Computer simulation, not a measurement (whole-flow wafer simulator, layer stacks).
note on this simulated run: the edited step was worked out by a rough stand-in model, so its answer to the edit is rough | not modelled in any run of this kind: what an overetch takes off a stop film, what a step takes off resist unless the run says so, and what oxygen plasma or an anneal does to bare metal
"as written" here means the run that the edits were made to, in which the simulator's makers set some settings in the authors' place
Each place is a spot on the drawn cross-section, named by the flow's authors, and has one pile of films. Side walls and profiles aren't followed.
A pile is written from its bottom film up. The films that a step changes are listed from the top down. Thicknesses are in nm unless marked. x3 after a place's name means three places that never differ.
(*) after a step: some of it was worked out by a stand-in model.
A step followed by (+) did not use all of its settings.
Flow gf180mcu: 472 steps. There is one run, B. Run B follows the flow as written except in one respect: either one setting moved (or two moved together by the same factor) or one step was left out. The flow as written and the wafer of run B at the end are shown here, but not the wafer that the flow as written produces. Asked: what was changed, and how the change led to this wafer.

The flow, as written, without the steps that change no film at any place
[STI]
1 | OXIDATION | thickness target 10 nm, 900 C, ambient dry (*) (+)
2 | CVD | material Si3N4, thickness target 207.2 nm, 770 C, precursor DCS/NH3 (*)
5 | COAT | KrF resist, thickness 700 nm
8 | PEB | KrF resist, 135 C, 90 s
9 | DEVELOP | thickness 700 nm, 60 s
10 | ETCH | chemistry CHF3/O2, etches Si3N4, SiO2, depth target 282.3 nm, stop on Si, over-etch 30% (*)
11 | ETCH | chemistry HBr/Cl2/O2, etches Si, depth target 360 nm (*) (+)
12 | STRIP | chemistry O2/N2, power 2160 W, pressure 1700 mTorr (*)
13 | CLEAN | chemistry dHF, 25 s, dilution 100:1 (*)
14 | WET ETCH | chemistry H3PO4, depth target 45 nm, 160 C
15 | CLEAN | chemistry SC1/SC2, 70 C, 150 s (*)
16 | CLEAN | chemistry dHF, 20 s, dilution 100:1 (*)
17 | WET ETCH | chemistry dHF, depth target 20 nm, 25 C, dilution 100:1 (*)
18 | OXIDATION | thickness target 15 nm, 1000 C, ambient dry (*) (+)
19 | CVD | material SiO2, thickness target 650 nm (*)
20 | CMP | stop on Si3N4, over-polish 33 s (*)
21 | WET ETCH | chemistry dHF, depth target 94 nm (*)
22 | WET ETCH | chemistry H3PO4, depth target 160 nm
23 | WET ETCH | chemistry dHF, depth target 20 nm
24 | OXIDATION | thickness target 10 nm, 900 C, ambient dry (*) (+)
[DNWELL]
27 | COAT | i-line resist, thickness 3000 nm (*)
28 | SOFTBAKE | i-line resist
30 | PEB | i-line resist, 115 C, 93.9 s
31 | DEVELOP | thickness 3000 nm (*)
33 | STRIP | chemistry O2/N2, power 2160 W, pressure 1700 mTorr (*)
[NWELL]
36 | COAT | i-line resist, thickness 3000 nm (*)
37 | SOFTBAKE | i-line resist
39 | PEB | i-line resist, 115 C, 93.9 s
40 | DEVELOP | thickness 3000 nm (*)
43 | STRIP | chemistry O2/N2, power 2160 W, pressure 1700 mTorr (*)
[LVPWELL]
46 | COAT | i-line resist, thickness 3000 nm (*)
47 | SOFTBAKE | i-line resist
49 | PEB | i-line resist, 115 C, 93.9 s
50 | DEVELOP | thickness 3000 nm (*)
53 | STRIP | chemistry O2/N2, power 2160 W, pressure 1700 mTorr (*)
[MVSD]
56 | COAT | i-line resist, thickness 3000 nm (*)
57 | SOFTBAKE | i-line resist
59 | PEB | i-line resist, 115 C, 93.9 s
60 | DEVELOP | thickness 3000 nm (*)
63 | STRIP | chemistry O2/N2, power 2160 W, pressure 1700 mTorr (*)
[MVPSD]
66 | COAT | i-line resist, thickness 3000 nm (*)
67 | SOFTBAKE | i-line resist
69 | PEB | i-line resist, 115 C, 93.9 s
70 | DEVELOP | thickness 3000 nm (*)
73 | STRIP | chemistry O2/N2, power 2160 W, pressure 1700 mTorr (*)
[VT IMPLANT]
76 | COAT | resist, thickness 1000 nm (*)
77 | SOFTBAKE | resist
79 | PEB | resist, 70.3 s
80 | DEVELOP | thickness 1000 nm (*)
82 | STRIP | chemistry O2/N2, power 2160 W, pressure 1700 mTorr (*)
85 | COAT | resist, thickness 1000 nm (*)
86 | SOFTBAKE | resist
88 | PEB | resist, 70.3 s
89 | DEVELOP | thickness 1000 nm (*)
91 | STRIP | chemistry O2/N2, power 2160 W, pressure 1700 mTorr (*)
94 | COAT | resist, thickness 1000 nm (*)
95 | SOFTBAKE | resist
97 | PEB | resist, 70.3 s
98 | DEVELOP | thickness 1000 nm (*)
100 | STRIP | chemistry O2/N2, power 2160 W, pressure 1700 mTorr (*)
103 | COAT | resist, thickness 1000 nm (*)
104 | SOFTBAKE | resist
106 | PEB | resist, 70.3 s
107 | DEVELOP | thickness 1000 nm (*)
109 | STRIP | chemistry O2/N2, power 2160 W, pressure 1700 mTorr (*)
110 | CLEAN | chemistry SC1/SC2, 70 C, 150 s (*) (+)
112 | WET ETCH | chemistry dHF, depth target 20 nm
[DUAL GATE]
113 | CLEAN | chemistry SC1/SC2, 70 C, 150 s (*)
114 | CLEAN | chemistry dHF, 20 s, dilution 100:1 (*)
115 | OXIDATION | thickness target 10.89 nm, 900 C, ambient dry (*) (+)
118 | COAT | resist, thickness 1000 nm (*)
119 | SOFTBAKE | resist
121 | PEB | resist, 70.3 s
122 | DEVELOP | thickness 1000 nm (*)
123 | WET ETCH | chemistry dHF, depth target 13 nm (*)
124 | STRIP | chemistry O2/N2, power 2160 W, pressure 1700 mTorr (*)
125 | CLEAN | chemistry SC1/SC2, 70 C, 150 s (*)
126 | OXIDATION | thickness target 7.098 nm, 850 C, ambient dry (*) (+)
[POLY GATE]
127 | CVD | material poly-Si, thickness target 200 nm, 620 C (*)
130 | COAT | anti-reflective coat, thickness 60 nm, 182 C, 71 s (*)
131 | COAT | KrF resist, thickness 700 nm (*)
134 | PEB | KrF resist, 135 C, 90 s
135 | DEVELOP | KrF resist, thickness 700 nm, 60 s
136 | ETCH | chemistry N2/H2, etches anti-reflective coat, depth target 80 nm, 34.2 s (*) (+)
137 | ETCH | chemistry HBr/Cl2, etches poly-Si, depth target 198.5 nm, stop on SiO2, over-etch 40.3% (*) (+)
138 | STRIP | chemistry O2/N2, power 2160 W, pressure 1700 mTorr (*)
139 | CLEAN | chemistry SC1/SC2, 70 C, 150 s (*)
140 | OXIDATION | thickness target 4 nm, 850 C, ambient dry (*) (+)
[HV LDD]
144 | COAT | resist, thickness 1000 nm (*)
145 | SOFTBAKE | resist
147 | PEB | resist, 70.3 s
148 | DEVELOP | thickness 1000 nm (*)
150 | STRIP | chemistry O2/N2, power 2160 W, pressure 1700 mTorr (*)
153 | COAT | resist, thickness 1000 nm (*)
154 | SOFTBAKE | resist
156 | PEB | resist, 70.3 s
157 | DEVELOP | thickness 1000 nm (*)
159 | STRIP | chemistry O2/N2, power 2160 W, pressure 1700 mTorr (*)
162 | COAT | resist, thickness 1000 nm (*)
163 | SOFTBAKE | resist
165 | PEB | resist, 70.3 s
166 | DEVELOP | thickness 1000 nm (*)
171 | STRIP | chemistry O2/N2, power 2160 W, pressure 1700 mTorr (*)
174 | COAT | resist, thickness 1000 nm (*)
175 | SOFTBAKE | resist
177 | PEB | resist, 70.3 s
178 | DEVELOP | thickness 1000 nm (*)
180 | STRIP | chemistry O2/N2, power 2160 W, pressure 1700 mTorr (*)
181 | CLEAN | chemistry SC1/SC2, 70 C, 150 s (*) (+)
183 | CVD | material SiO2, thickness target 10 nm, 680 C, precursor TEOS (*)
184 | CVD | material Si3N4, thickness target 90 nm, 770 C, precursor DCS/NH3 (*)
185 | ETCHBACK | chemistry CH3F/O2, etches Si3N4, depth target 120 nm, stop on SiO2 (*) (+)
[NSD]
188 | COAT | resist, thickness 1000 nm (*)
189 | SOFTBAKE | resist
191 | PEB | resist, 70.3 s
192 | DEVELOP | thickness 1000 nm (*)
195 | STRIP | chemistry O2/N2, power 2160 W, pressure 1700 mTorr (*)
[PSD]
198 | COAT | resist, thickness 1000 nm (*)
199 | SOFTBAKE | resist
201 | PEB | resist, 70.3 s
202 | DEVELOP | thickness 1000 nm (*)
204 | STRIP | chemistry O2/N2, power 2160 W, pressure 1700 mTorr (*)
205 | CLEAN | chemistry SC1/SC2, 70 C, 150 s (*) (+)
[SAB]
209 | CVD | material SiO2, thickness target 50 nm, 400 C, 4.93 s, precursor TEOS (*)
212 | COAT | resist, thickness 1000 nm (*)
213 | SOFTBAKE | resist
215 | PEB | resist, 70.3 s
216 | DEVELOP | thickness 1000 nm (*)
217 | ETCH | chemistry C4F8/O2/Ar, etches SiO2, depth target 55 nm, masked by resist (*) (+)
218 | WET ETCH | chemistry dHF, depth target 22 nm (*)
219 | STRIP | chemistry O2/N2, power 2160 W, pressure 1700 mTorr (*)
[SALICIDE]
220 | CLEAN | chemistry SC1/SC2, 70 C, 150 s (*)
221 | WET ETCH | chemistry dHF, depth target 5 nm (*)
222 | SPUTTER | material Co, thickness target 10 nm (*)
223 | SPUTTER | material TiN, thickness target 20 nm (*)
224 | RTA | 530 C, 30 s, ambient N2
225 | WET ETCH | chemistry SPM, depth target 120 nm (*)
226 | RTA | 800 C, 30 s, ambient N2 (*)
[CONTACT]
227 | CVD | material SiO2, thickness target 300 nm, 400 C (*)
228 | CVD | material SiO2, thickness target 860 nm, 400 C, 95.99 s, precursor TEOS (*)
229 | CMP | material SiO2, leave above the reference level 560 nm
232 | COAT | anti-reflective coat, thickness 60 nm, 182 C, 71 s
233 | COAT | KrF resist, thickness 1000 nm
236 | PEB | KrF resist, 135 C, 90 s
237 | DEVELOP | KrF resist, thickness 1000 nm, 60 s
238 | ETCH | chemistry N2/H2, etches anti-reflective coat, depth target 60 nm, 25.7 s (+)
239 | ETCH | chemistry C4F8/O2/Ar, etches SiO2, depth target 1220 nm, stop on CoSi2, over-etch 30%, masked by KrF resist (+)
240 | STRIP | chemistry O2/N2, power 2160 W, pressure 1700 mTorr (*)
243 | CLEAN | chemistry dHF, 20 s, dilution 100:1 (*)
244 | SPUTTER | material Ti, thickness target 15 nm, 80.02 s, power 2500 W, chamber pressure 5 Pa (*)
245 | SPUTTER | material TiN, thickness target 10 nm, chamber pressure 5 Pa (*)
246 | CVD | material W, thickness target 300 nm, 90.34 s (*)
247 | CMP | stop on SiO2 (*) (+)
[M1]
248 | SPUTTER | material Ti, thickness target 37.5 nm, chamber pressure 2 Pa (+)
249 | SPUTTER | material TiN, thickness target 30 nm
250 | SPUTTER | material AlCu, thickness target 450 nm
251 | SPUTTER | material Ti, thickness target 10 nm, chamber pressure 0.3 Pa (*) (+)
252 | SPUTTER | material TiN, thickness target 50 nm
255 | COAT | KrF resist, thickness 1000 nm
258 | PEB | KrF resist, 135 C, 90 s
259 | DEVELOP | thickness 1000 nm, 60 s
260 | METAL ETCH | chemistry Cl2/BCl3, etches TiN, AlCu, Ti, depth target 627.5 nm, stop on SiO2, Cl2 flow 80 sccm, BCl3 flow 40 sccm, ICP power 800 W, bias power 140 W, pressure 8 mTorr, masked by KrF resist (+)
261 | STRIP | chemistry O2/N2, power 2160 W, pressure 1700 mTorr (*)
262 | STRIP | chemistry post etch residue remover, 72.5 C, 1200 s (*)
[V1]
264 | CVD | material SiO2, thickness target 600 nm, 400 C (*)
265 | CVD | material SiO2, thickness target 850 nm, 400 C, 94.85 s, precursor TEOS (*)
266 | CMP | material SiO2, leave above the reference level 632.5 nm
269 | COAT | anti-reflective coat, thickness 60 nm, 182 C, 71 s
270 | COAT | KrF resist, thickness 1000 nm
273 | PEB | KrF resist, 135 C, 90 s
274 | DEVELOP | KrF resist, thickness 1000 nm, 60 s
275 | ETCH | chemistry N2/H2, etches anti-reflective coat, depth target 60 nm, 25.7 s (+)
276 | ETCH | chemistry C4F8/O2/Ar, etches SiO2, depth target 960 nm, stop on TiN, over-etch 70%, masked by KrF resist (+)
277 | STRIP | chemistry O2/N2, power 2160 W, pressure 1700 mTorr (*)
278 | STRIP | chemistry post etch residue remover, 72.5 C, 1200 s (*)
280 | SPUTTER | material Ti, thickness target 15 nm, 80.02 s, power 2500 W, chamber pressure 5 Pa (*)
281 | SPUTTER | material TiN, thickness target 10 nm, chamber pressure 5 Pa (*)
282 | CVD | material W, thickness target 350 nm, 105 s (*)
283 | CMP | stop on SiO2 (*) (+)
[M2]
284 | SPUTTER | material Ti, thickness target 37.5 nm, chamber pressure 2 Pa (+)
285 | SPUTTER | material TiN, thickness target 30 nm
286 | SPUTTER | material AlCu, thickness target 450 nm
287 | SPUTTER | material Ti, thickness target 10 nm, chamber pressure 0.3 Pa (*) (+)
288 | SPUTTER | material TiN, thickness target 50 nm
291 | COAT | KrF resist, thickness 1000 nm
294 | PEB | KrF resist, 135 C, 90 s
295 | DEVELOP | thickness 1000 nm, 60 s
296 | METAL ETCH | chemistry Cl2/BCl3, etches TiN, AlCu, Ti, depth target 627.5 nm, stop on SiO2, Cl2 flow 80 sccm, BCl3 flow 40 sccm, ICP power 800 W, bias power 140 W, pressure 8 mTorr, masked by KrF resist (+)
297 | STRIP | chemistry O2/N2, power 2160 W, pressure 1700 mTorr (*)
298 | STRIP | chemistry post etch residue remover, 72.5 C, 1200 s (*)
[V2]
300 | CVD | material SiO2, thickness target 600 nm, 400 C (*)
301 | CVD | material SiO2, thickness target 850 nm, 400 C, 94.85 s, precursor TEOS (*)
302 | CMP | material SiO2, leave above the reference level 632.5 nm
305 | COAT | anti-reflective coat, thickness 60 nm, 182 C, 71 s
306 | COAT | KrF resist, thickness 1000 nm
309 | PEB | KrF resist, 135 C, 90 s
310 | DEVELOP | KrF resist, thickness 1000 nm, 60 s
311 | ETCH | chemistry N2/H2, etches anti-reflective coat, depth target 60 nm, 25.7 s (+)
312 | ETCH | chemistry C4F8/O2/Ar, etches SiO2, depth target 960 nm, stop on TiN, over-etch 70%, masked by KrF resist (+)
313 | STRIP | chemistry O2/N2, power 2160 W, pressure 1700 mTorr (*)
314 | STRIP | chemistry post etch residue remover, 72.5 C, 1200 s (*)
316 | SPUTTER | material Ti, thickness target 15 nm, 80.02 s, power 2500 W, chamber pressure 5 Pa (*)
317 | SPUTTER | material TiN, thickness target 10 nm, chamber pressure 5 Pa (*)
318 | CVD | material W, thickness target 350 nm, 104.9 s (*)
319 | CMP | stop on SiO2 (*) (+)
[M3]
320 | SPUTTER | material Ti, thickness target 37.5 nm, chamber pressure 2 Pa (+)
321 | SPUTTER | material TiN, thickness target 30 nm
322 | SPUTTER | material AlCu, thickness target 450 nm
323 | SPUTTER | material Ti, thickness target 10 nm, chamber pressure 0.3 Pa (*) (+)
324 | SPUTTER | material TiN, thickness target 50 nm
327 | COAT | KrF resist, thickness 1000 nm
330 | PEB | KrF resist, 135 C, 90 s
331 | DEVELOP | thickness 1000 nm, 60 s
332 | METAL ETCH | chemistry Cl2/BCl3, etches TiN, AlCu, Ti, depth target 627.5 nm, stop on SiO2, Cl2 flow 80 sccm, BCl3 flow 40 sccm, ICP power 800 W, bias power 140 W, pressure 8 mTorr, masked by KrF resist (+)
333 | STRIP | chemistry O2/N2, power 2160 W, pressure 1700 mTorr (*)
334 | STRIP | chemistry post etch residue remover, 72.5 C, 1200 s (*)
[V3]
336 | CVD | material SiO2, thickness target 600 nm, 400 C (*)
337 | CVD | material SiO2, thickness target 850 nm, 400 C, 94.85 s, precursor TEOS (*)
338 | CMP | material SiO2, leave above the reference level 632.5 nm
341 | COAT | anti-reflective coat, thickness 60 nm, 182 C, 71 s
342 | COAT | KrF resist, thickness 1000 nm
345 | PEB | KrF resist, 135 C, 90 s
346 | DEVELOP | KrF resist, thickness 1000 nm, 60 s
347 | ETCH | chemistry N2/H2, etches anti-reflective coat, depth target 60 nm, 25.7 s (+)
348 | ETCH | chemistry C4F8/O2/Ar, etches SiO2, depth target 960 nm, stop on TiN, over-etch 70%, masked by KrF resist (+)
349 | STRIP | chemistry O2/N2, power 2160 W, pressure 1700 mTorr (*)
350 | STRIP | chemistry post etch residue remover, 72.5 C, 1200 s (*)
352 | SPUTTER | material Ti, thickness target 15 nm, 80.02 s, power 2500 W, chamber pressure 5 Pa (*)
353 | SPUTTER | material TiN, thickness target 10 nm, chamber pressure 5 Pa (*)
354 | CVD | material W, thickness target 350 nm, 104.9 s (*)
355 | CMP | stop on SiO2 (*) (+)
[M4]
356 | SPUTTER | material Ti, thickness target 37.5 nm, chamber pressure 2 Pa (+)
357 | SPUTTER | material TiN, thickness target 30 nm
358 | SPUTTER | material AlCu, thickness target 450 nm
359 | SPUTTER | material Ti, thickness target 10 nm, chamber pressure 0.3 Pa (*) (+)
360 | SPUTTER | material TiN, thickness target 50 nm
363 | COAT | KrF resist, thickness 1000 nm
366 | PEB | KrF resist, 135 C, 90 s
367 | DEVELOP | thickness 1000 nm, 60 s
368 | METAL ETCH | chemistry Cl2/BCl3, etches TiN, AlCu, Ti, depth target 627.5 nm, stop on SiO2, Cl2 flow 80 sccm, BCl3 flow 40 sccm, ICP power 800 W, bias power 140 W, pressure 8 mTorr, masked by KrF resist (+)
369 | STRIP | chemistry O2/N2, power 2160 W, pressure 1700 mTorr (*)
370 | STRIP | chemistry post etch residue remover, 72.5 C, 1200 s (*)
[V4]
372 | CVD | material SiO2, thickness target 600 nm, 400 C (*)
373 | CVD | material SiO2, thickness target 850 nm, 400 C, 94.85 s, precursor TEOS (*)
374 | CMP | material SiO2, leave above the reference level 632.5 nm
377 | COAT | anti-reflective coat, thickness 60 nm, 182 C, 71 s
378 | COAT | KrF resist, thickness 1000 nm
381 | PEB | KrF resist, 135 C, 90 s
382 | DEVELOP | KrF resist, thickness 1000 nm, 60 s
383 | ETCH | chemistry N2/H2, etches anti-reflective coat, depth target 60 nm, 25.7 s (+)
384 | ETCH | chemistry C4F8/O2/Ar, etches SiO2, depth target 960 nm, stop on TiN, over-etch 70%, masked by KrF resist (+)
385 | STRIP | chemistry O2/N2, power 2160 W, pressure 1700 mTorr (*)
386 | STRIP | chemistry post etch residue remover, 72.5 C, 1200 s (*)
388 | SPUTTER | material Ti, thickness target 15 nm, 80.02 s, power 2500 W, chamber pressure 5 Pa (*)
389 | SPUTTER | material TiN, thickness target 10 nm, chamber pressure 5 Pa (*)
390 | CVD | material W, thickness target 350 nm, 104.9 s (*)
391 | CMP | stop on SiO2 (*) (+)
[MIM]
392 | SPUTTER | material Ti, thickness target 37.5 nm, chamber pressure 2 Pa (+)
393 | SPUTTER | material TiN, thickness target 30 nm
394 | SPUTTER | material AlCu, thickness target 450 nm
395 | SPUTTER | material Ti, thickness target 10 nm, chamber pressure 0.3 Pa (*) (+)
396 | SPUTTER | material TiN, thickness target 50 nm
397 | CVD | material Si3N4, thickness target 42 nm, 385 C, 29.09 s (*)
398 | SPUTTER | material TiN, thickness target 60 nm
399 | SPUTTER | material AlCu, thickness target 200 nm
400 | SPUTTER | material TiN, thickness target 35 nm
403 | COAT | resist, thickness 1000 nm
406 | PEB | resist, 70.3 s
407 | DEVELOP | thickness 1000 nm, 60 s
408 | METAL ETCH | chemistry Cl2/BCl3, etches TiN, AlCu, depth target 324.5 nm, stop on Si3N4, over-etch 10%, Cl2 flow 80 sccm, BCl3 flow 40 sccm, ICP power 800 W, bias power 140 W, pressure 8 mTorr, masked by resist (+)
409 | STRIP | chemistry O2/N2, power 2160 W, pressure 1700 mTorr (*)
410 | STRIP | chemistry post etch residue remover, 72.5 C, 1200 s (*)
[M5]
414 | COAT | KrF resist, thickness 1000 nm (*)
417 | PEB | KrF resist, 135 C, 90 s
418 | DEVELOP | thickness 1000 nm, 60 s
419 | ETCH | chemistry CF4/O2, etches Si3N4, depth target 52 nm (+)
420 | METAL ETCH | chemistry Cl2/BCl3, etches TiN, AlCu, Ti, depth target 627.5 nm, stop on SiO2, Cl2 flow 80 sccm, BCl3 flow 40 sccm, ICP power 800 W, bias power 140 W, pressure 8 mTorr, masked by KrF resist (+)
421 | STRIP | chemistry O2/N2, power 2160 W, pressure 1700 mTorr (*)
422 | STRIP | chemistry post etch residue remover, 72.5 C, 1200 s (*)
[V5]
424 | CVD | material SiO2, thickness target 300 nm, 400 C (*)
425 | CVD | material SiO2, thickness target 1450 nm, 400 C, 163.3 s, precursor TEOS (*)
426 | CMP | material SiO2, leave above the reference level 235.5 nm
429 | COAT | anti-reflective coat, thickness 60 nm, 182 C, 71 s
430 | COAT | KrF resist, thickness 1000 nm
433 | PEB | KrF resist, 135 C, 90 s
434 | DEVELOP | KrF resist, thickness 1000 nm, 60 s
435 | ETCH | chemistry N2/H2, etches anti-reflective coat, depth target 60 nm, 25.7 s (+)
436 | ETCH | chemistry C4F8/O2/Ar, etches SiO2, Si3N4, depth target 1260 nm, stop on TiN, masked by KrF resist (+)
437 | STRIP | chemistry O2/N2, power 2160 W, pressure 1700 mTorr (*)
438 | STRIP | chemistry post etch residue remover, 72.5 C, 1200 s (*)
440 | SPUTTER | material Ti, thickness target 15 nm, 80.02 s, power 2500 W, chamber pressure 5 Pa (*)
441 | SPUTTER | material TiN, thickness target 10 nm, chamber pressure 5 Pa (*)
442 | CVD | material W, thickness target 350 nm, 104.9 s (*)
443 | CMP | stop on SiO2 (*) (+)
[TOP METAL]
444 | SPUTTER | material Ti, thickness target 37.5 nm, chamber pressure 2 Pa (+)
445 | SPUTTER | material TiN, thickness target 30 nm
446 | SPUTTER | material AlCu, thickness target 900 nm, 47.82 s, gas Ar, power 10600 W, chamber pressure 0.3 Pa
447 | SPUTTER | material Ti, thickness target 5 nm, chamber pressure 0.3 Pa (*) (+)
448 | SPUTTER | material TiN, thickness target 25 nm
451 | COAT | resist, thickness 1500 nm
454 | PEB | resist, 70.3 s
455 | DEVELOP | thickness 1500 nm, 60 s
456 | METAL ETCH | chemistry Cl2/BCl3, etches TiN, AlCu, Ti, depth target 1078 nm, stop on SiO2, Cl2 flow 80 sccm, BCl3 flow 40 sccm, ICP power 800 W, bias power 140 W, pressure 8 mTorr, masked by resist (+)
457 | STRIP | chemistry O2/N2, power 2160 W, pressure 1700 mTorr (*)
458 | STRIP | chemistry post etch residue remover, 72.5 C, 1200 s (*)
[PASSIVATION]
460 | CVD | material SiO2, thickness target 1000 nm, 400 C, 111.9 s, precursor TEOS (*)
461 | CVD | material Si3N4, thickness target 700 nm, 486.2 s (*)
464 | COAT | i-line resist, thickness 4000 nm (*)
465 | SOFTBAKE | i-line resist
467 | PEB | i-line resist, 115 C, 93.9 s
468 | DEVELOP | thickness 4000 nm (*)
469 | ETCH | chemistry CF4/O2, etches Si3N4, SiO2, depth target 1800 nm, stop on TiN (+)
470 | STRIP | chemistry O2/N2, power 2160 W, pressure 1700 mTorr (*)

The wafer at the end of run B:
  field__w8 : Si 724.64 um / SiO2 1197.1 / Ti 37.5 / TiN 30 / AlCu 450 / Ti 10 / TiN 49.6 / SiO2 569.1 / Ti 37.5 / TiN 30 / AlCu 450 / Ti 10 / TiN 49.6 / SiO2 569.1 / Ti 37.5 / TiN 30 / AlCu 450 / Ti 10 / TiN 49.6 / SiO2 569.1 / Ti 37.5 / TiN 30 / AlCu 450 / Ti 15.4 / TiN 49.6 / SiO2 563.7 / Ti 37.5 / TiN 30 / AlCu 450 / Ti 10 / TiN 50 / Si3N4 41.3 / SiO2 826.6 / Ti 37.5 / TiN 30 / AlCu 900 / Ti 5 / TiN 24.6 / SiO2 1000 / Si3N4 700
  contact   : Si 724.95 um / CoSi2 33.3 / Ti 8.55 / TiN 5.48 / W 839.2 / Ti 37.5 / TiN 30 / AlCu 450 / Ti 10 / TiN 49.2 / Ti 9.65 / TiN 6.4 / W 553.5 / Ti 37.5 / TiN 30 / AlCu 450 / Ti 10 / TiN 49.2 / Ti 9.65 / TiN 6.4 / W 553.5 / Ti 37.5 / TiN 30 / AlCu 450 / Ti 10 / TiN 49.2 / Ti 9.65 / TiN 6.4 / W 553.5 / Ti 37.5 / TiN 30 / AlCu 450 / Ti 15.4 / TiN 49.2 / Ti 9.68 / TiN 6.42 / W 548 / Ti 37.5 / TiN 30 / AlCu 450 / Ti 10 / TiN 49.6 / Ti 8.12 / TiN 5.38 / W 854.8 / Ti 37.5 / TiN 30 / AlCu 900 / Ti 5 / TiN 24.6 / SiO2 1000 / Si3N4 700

What caused this: step 359, SPUTTER: thickness target 15.4 nm was run, whereas the flow has thickness target 10 nm.
The wafer lets one read it off: field__w8 has Ti 15.4, and step 359 as written asks for 10 nm.

How this came from the change, step by step:
  359 | SPUTTER | material Ti, thickness target 10 nm, chamber pressure 0.3 Pa (*) (+)
      field, field__w1, field__w2 and 108 more: +15.4 Ti (new film) (it would be, as written: +10 Ti (new film))
  368 | METAL ETCH | chemistry Cl2/BCl3, etches TiN, AlCu, Ti, depth target 627.5 nm, stop on SiO2, Cl2 flow 80 sccm, BCl3 flow 40 sccm, ICP power 800 W, bias power 140 W, pressure 8 mTorr, masked by KrF resist (+)
      field, field__w1, field__w2 and 103 more: -50 TiN (all of it), -15.4 Ti (all of it), -450 AlCu (all of it), -30 TiN (all of it), -37.5 Ti (all of it) (it would be, as written: -50 TiN (all of it), -10 Ti (all of it), -450 AlCu (all of it), -30 TiN (all of it), -37.5 Ti (all of it))
